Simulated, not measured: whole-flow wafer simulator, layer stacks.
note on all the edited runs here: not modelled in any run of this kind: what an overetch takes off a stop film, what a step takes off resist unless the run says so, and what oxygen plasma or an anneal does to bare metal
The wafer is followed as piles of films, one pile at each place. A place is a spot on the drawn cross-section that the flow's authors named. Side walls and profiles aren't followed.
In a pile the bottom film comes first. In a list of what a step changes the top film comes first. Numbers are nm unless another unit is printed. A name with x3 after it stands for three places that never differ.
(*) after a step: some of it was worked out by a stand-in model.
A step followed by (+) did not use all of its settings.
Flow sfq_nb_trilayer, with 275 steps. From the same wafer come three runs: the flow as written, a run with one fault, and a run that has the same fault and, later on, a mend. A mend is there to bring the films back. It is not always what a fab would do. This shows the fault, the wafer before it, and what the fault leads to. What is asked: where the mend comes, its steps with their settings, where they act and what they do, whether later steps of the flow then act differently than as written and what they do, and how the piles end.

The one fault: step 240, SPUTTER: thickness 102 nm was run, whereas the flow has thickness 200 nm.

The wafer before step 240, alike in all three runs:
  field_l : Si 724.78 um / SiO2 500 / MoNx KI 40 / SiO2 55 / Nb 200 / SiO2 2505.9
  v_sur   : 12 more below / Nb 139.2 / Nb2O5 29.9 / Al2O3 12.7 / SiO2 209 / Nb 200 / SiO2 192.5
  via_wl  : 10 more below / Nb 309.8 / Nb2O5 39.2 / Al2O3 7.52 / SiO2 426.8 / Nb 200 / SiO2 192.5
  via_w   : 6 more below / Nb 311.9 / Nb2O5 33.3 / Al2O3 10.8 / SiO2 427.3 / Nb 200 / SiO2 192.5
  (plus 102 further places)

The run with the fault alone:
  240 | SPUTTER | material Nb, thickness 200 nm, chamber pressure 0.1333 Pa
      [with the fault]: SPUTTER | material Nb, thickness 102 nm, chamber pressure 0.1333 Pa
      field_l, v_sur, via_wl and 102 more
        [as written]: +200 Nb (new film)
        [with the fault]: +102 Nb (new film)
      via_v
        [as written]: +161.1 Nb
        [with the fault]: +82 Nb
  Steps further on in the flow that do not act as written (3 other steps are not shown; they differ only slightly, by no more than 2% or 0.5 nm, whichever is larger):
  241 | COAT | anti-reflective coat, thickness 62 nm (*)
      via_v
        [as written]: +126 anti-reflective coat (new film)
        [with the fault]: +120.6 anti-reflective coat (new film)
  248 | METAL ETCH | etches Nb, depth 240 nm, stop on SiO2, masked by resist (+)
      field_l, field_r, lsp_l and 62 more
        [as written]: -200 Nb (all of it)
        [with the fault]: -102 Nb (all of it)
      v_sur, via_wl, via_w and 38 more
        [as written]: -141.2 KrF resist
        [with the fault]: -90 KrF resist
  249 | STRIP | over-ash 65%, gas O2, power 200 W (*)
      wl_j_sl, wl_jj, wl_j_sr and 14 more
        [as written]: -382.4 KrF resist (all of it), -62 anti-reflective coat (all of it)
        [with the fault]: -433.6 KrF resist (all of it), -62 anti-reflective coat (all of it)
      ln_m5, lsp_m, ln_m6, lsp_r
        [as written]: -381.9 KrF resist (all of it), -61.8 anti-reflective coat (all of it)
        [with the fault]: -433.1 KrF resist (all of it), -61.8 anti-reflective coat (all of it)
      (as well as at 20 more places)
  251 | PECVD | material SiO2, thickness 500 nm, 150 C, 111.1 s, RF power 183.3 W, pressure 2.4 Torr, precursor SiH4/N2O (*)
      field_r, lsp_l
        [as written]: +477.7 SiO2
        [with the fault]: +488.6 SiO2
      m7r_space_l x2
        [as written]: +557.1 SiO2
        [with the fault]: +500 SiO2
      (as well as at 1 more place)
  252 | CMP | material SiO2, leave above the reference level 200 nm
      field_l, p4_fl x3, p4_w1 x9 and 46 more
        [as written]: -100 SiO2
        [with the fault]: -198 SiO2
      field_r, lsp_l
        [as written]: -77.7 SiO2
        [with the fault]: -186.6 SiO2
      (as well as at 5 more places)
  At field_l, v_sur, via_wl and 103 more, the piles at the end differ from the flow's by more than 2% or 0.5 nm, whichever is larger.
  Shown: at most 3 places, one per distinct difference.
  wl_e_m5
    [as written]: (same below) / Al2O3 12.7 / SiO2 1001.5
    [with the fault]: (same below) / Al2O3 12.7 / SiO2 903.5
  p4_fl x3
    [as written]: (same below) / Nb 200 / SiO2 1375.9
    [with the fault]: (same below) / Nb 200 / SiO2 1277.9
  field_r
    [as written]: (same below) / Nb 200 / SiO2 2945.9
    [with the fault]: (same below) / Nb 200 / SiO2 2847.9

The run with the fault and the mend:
  After step 246 comes the mend.
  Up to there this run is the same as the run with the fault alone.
  246a | STRIP | over-ash 65%, gas O2, power 200 W (*)
      p4_fl x3, p4_w1 x9, p4_g1 x2 and 46 more
        -62 anti-reflective coat (all of it)
      wl_j_sl, wl_jj, wl_j_sr and 14 more
        -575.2 KrF resist (all of it), -62 anti-reflective coat (all of it)
      field_r, lsp_l, l0_sur, l0v
        -61.8 anti-reflective coat (all of it)
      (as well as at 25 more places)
  246b | SPUTTER | material Nb, thickness 98 nm, chamber pressure 0.1333 Pa (the flow's step 240 again, with other settings)
      field_l, v_sur, via_wl and 102 more
        +98 Nb
      via_v
        +76.3 Nb
  246c | COAT | anti-reflective coat, thickness 62 nm (*) (the flow's step 241 again)
      p4_fl x3, p4_w1 x9, p4_g1 x2 and 63 more
        +62 anti-reflective coat (new film)
      moat, field_r, lsp_l and 6 more
        +61.8 anti-reflective coat (new film)
      be_r, r_sur, res, r_end
        +61.7 anti-reflective coat (new film)
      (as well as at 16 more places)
  246d | COAT | KrF resist, thickness 600 nm (*) (the flow's step 242 again)
      p4_fl x3, p4_w1 x9, p4_g1 x2 and 63 more
        +600 KrF resist (new film)
      field_r, lsp_l, ln_m5, lsp_m, l0v
        +599.5 KrF resist (new film)
      ln_m6, lsp_r, l0_sur
        +599.6 KrF resist (new film)
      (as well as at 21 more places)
  246e | SOFTBAKE | KrF resist (the flow's step 243 again)
      leaves every film unchanged at each place that is followed
  246f | EXPOSE | photomask M7, dose 12.21 mJ/cm2, NA 0.6, wavelength 248 nm (*) (the flow's step 244 again)
      leaves every film unchanged at each place that is followed
  246g | PEB | KrF resist, 90 s (the flow's step 245 again)
      field_l, v_sur, via_wl and 97 more
        -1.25 KrF resist
      via_w, via_wr, via_sp, wire, be
        -1.24 KrF resist
      via_v
        -1.61 KrF resist
  246h | DEVELOP | KrF resist, thickness 600 nm, 60 s (the flow's step 246 again)
      p4_fl x3, p4_w1 x9, p4_g1 x2 and 46 more
        -598.7 KrF resist (all of it)
      v_sur, via_wl, via_w and 38 more
        -23.5 KrF resist
      field_r, lsp_l
        -598.2 KrF resist (all of it)
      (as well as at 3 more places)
  None of the later steps of the flow differs from how it acts as written, at any place that is followed, by more than 2% or 0.5 nm, whichever is larger.
  The piles end only slightly different from the flow's at the places that both follow, by no more than 2% or 0.5 nm, whichever is larger.
